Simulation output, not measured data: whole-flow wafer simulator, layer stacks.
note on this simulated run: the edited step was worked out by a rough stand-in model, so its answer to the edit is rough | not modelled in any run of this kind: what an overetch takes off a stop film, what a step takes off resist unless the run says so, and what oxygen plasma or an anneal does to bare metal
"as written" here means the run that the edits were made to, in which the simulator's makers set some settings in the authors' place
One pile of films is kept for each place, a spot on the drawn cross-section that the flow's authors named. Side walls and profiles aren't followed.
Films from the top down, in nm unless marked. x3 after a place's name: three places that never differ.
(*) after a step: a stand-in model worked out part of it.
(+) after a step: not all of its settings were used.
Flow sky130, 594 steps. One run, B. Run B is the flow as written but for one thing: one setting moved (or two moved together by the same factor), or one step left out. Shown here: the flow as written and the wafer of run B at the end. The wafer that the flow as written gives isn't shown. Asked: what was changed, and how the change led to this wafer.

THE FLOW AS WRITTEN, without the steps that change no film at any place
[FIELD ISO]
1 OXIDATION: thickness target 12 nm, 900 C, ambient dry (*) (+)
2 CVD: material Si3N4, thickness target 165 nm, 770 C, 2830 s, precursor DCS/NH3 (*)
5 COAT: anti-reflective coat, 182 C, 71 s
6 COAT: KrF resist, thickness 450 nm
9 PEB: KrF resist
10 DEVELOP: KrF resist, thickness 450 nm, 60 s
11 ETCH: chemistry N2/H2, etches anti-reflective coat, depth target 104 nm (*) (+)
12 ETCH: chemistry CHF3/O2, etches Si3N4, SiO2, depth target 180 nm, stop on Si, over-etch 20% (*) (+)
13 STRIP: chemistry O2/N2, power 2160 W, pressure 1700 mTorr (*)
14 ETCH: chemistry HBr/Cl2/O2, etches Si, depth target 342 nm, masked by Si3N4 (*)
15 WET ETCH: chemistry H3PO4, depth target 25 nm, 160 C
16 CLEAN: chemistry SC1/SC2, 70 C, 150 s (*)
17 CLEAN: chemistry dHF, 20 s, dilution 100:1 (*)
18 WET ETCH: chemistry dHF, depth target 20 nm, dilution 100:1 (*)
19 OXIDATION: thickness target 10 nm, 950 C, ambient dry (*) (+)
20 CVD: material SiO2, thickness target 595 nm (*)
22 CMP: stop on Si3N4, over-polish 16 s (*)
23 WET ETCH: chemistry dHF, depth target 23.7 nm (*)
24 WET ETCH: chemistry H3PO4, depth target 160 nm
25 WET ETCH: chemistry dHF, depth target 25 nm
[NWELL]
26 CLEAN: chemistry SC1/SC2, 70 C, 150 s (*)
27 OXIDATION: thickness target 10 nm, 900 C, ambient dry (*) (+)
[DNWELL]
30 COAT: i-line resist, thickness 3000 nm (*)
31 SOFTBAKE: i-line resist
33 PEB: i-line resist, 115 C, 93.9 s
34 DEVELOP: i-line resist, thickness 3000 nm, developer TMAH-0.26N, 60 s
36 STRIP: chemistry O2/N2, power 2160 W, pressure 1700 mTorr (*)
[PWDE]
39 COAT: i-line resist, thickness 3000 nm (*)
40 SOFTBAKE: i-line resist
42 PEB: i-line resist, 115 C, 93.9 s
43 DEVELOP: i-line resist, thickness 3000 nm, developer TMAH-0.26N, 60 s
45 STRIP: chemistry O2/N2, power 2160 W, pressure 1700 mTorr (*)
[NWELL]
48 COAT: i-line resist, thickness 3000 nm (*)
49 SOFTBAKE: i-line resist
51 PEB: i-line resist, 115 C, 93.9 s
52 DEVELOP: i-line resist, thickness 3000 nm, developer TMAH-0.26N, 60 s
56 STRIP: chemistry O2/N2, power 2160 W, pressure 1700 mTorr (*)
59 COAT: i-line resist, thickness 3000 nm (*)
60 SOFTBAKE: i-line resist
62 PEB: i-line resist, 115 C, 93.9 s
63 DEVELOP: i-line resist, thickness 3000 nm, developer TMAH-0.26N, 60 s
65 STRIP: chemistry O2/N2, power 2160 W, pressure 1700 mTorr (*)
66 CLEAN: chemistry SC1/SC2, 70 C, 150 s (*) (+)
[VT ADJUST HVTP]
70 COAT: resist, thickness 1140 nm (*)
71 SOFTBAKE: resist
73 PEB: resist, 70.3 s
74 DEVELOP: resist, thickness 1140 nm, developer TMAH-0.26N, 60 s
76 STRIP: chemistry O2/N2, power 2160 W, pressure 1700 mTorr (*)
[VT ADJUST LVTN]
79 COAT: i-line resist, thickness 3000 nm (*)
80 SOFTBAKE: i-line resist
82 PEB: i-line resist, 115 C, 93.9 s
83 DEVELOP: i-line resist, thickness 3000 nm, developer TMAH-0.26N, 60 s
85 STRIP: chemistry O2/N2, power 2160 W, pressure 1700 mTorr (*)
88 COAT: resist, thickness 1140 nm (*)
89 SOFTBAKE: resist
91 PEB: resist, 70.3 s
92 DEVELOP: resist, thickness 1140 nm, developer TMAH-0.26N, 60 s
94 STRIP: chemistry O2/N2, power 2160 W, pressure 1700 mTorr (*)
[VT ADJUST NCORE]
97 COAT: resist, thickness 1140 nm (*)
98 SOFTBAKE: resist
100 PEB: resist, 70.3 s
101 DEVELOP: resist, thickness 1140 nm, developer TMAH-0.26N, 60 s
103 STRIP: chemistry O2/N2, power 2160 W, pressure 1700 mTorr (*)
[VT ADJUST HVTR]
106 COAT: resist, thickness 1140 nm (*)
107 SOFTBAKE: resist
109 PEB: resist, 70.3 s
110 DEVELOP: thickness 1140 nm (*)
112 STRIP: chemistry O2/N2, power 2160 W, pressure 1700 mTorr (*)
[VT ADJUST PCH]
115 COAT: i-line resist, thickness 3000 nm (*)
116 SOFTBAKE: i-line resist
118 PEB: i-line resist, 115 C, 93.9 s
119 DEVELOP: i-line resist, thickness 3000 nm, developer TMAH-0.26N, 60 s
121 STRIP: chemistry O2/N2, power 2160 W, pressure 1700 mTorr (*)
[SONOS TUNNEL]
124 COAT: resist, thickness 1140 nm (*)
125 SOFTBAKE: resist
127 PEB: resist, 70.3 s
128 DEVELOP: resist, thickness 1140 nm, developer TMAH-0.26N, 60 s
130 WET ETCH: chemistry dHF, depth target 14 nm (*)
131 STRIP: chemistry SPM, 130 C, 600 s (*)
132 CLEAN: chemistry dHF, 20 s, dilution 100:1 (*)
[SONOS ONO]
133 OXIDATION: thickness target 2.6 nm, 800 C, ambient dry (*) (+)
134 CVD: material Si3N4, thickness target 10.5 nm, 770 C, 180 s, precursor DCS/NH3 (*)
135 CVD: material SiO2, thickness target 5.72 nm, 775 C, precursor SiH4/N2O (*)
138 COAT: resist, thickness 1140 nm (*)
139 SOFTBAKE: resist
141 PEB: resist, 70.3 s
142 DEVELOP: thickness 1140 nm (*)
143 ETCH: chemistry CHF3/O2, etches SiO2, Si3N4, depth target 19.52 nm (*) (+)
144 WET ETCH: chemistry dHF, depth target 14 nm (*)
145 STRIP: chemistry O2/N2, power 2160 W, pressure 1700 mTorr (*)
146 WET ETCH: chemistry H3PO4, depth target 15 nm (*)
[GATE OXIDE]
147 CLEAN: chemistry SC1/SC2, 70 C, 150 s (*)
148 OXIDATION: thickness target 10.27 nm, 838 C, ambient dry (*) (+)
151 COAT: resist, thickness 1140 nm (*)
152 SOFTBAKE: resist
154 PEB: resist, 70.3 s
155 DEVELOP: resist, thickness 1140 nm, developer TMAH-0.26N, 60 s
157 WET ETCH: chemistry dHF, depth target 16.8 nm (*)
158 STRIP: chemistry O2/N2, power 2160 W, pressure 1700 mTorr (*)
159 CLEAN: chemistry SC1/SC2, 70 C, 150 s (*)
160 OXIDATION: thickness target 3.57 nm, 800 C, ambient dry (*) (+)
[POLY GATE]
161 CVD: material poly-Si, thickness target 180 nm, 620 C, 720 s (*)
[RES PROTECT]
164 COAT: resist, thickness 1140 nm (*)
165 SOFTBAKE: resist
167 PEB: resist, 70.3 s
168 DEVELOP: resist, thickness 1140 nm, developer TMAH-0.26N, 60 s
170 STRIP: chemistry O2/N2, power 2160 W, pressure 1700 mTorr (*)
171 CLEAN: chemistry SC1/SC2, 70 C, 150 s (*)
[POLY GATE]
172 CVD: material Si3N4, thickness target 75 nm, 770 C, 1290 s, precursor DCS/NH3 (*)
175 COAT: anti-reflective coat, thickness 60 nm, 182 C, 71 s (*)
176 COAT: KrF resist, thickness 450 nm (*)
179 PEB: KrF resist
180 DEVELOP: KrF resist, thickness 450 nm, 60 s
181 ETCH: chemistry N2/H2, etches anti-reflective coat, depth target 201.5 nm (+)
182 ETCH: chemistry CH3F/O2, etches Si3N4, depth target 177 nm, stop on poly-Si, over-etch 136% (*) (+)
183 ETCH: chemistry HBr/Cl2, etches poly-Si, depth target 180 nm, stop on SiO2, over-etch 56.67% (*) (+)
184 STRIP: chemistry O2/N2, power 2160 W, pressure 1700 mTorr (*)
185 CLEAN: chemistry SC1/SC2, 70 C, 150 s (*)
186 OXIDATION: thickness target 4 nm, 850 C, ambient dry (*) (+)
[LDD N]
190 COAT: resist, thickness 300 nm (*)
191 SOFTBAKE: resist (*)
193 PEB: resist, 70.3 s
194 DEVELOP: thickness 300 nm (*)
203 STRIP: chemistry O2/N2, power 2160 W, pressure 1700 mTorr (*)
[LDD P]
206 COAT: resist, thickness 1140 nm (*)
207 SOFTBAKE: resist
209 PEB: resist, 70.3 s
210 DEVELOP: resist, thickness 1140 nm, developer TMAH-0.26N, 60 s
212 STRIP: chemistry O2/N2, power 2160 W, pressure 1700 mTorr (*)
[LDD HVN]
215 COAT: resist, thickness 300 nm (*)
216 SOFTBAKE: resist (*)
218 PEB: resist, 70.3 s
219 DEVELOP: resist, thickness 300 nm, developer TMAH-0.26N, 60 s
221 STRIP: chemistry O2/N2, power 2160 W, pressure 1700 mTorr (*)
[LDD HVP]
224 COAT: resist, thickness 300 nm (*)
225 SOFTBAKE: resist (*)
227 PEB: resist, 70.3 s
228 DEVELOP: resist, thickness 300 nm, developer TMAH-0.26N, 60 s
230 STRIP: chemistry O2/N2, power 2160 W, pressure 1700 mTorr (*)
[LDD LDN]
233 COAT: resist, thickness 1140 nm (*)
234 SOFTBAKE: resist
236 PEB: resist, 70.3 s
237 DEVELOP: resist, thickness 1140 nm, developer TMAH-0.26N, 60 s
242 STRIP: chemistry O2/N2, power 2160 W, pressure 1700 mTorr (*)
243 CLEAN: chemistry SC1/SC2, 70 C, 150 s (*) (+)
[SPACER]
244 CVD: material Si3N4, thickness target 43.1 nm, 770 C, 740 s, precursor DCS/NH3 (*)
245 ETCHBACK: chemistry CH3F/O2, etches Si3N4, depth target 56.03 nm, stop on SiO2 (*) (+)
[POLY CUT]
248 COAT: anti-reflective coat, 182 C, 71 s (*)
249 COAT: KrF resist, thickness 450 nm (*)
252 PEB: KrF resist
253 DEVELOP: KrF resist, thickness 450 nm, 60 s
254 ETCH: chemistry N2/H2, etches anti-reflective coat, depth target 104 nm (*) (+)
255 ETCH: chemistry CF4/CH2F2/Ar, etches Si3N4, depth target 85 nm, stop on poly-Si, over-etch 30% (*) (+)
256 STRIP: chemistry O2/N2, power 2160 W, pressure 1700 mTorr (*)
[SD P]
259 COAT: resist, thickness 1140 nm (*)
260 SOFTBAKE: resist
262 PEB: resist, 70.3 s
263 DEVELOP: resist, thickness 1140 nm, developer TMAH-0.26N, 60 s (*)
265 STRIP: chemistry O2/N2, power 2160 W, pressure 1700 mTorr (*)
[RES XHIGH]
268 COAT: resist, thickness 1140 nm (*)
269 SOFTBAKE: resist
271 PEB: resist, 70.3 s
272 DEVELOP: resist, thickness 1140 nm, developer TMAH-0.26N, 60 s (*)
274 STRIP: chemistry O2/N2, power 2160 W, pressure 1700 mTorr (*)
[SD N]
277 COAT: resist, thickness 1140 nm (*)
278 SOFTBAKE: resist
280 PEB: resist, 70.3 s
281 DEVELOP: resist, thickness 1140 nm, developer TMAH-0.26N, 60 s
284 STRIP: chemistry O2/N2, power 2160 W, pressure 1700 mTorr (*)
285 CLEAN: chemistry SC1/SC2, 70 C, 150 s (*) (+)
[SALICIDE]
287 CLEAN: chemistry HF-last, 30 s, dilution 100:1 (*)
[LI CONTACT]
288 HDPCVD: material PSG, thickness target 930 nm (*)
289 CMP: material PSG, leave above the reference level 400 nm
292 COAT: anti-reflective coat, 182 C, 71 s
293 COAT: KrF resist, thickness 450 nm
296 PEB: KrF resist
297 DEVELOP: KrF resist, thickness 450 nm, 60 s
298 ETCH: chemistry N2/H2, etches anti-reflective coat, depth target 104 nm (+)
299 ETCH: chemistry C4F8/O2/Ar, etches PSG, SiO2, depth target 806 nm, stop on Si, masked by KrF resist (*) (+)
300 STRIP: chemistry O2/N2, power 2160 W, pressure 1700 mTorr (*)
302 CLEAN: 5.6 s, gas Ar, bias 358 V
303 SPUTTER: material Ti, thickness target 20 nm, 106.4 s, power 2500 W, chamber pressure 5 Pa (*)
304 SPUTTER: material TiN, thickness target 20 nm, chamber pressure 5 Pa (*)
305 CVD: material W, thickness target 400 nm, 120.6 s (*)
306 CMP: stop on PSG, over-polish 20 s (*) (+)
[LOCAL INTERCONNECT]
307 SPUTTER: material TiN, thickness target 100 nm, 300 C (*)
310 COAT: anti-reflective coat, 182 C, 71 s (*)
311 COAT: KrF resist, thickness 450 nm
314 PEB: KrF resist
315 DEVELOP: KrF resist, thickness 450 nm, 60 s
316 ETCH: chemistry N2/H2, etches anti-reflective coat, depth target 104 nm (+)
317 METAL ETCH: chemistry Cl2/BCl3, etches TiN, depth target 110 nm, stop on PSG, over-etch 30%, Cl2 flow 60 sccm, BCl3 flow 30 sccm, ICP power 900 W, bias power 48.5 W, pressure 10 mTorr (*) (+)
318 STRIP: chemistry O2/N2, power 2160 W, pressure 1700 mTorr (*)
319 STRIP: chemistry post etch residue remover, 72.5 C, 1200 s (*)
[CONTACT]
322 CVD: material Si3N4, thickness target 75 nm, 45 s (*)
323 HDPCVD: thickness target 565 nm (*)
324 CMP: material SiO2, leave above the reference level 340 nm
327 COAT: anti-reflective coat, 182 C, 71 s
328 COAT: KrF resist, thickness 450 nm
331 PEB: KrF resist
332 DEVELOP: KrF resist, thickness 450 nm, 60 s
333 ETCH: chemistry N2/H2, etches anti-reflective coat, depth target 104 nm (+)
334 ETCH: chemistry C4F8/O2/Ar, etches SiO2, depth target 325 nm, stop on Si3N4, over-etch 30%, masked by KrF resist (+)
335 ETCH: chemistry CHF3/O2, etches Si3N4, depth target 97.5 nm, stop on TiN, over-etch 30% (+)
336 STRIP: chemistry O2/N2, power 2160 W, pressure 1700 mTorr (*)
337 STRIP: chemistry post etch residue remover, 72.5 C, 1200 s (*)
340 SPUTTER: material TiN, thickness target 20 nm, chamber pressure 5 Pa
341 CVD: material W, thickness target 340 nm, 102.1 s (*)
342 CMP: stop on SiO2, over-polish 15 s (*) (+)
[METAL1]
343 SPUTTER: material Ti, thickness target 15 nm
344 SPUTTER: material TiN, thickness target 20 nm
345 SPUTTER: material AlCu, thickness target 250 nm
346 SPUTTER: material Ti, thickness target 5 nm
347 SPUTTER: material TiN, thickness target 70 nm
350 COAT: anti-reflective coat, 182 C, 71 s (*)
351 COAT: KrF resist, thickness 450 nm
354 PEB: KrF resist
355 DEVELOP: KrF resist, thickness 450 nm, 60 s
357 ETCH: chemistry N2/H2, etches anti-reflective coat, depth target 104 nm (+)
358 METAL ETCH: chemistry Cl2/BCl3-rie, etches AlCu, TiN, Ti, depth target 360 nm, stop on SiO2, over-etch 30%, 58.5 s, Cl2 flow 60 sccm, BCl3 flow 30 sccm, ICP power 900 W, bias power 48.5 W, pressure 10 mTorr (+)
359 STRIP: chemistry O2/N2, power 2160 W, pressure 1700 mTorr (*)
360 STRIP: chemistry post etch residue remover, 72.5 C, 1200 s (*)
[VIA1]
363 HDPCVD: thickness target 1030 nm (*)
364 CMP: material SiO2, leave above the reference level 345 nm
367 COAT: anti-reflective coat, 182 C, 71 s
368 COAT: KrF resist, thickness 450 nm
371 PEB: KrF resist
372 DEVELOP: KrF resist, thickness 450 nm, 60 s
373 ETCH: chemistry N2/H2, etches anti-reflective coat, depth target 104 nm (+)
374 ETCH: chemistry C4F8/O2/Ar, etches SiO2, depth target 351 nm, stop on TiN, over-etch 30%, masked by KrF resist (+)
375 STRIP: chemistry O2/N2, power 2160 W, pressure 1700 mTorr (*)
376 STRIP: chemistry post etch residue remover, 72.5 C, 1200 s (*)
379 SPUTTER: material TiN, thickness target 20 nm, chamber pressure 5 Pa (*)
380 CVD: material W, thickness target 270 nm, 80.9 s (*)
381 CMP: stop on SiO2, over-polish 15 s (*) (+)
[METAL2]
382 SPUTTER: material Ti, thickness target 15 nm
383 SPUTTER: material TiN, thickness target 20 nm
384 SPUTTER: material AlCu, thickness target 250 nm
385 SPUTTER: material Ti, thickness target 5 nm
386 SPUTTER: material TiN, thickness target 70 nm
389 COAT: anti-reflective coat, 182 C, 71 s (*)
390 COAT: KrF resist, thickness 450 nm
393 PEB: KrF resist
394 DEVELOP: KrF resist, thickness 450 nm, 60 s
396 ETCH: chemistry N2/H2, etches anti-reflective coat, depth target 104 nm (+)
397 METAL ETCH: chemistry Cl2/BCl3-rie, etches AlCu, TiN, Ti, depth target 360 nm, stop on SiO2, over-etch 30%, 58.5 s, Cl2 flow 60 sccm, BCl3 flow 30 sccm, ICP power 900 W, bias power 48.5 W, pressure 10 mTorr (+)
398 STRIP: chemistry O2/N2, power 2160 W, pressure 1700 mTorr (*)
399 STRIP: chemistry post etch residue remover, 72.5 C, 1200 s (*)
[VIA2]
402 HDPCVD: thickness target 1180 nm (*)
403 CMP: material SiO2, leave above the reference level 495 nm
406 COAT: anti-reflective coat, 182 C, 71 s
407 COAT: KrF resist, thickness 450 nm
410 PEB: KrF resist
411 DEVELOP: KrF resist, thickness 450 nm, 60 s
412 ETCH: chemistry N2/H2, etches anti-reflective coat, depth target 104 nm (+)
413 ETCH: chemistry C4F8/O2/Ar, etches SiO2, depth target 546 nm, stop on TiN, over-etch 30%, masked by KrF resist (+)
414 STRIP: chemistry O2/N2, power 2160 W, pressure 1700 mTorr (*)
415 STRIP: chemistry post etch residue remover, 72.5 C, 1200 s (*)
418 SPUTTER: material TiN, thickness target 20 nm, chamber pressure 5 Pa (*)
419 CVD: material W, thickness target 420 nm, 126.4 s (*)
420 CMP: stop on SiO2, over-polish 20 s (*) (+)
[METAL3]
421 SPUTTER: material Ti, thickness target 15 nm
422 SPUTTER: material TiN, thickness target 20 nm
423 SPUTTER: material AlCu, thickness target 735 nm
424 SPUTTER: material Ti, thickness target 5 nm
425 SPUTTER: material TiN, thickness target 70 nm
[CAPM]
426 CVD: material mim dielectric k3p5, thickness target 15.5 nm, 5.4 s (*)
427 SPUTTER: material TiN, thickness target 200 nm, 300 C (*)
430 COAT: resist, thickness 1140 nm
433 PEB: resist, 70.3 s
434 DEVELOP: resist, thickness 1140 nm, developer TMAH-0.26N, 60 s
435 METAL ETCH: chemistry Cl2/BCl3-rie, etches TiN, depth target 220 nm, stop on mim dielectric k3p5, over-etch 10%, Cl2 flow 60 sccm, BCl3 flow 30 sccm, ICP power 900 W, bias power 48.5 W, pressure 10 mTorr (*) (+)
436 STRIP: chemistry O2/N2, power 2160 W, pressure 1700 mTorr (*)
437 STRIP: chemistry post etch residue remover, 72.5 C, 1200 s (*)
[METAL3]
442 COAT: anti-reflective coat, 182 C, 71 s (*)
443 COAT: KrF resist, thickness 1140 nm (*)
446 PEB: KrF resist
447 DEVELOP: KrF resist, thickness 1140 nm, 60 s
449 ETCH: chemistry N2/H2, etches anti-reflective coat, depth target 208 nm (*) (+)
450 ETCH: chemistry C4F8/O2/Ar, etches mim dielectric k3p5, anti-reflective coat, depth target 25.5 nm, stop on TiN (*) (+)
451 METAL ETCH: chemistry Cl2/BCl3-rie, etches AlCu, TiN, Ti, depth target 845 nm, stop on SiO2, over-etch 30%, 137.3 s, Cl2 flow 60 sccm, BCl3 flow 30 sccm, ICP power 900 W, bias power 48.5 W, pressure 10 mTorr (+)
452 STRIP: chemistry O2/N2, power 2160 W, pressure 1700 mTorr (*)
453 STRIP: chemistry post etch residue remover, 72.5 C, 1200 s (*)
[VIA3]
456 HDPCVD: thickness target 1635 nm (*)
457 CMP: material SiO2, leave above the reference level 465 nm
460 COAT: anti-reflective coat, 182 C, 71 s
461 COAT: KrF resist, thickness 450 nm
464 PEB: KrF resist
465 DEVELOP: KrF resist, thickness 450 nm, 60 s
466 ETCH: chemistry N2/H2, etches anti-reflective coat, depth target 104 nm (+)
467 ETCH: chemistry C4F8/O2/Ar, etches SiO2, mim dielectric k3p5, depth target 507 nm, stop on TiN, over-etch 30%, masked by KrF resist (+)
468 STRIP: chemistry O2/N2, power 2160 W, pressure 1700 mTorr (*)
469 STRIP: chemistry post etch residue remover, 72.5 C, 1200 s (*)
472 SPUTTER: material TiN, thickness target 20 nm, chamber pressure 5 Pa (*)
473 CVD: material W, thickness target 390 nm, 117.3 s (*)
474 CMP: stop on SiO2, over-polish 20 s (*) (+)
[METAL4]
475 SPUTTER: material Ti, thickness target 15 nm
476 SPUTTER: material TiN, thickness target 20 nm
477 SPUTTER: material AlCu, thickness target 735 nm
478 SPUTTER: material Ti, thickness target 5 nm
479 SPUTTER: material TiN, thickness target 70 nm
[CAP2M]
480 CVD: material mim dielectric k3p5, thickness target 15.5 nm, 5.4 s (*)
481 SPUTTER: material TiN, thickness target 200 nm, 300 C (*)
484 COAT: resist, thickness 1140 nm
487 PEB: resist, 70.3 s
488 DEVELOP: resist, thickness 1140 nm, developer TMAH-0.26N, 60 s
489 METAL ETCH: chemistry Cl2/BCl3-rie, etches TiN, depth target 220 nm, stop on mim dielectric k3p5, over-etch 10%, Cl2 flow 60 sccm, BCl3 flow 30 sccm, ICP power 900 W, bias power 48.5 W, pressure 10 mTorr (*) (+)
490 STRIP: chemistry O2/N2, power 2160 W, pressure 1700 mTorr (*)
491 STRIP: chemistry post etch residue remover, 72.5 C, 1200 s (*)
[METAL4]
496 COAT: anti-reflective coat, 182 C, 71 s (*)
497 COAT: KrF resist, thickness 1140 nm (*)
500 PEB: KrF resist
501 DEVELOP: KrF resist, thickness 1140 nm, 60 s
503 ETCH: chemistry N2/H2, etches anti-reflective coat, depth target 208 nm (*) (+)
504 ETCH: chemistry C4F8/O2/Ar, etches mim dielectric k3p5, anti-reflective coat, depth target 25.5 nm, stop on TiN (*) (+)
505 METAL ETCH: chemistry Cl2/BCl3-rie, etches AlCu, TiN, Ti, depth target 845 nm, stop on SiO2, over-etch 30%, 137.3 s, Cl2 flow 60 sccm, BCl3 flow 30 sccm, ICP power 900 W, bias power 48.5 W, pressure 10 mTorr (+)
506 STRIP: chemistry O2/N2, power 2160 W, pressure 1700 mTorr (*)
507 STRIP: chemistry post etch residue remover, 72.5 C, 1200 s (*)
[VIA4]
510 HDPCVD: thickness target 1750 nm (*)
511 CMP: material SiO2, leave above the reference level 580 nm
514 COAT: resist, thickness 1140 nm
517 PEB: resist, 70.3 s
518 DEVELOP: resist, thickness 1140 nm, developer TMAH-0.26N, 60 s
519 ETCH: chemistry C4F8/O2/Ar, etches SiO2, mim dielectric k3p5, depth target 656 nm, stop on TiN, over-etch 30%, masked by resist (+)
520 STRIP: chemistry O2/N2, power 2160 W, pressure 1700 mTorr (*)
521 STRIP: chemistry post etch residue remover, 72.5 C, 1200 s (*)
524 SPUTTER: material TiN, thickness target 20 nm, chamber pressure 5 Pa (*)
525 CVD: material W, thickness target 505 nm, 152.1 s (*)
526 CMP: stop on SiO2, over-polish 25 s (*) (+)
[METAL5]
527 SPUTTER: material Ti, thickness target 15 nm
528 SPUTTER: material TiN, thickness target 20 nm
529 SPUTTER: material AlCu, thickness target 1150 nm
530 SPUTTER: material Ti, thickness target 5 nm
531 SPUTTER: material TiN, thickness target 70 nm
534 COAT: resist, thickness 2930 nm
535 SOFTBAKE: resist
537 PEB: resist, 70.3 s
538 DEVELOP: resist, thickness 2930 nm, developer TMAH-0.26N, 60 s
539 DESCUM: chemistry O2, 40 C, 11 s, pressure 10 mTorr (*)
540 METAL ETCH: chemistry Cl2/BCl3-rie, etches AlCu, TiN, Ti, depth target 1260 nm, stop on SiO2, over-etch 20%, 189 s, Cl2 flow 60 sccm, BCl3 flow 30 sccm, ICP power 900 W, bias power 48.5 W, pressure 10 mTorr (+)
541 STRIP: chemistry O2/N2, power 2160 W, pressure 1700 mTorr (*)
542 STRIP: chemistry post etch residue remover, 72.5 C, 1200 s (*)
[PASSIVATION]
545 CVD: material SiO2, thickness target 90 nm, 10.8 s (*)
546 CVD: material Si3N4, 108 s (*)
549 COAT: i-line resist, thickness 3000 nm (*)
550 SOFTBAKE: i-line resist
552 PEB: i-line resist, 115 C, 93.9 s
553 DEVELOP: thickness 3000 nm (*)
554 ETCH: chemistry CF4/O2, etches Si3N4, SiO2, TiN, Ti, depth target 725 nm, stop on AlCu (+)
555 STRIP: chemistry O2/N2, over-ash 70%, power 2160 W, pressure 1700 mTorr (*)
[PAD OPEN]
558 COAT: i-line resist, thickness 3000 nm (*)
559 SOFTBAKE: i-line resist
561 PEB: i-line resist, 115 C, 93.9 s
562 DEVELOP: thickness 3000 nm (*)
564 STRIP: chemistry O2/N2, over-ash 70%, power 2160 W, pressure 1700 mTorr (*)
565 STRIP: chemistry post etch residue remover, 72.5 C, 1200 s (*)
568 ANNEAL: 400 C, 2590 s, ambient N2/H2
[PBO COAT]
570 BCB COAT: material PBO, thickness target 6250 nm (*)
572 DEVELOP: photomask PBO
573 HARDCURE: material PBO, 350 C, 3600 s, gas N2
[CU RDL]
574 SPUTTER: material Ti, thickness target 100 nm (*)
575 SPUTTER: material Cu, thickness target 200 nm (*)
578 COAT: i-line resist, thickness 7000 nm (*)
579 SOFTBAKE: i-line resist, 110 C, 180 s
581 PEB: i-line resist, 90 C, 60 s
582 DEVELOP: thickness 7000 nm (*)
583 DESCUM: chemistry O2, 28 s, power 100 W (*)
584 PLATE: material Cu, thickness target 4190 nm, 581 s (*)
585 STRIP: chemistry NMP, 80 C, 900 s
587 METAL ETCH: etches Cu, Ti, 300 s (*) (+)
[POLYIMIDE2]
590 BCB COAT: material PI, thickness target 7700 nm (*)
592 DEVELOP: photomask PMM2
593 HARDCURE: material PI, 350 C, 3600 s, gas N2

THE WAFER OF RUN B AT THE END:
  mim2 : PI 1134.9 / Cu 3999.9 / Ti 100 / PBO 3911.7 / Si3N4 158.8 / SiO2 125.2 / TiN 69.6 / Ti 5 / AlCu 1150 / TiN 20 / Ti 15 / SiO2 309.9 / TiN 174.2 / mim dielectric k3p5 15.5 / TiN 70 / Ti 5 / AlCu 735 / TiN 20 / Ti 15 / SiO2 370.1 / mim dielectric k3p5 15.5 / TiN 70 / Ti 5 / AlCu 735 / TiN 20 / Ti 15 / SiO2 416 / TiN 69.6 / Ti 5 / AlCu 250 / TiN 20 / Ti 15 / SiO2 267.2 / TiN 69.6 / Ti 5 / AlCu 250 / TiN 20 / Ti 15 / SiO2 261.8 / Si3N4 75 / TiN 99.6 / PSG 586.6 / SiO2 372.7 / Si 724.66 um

The cause: step 481, SPUTTER: thickness target 175 nm was run, where the flow has thickness target 200 nm.

How the change led to this, step by step:
  481 SPUTTER: material TiN, thickness target 200 nm, 300 C (*)
      field, active, n_well and 189 more: TiN +175 (new film) (as written it would be: TiN +200 (new film))
  489 METAL ETCH: chemistry Cl2/BCl3-rie, etches TiN, depth target 220 nm, stop on mim dielectric k3p5, over-etch 10%, Cl2 flow 60 sccm, BCl3 flow 30 sccm, ICP power 900 W, bias power 48.5 W, pressure 10 mTorr (*) (+)
      field, active, n_well and 188 more: TiN -175 (all of it) (as written it would be: TiN -200 (all of it))
      mim2: resist -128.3 (as written it would be: resist -146.7)
  496 COAT: anti-reflective coat, 182 C, 71 s (*)
      iso_guard__w2: anti-reflective coat +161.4 (new film) (as written it would be: anti-reflective coat +177.8 (new film))
      mim2: anti-reflective coat +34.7 (new film) (as written it would be: anti-reflective coat +40.3 (new film))
  497 COAT: KrF resist, thickness 1140 nm (*)
      mim2: KrF resist +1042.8 (new film) (as written it would be: KrF resist +1018.9 (new film))
  506 STRIP: chemistry O2/N2, power 2160 W, pressure 1700 mTorr (*)
      iso_guard__w2: KrF resist -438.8 (all of it), anti-reflective coat -161.4 (all of it) (as written it would be: KrF resist -427.9 (all of it), anti-reflective coat -177.8 (all of it))
      mim2: KrF resist -395.9 (all of it), anti-reflective coat -34.7 (all of it) (as written it would be: KrF resist -372.1 (all of it), anti-reflective coat -40.3 (all of it))
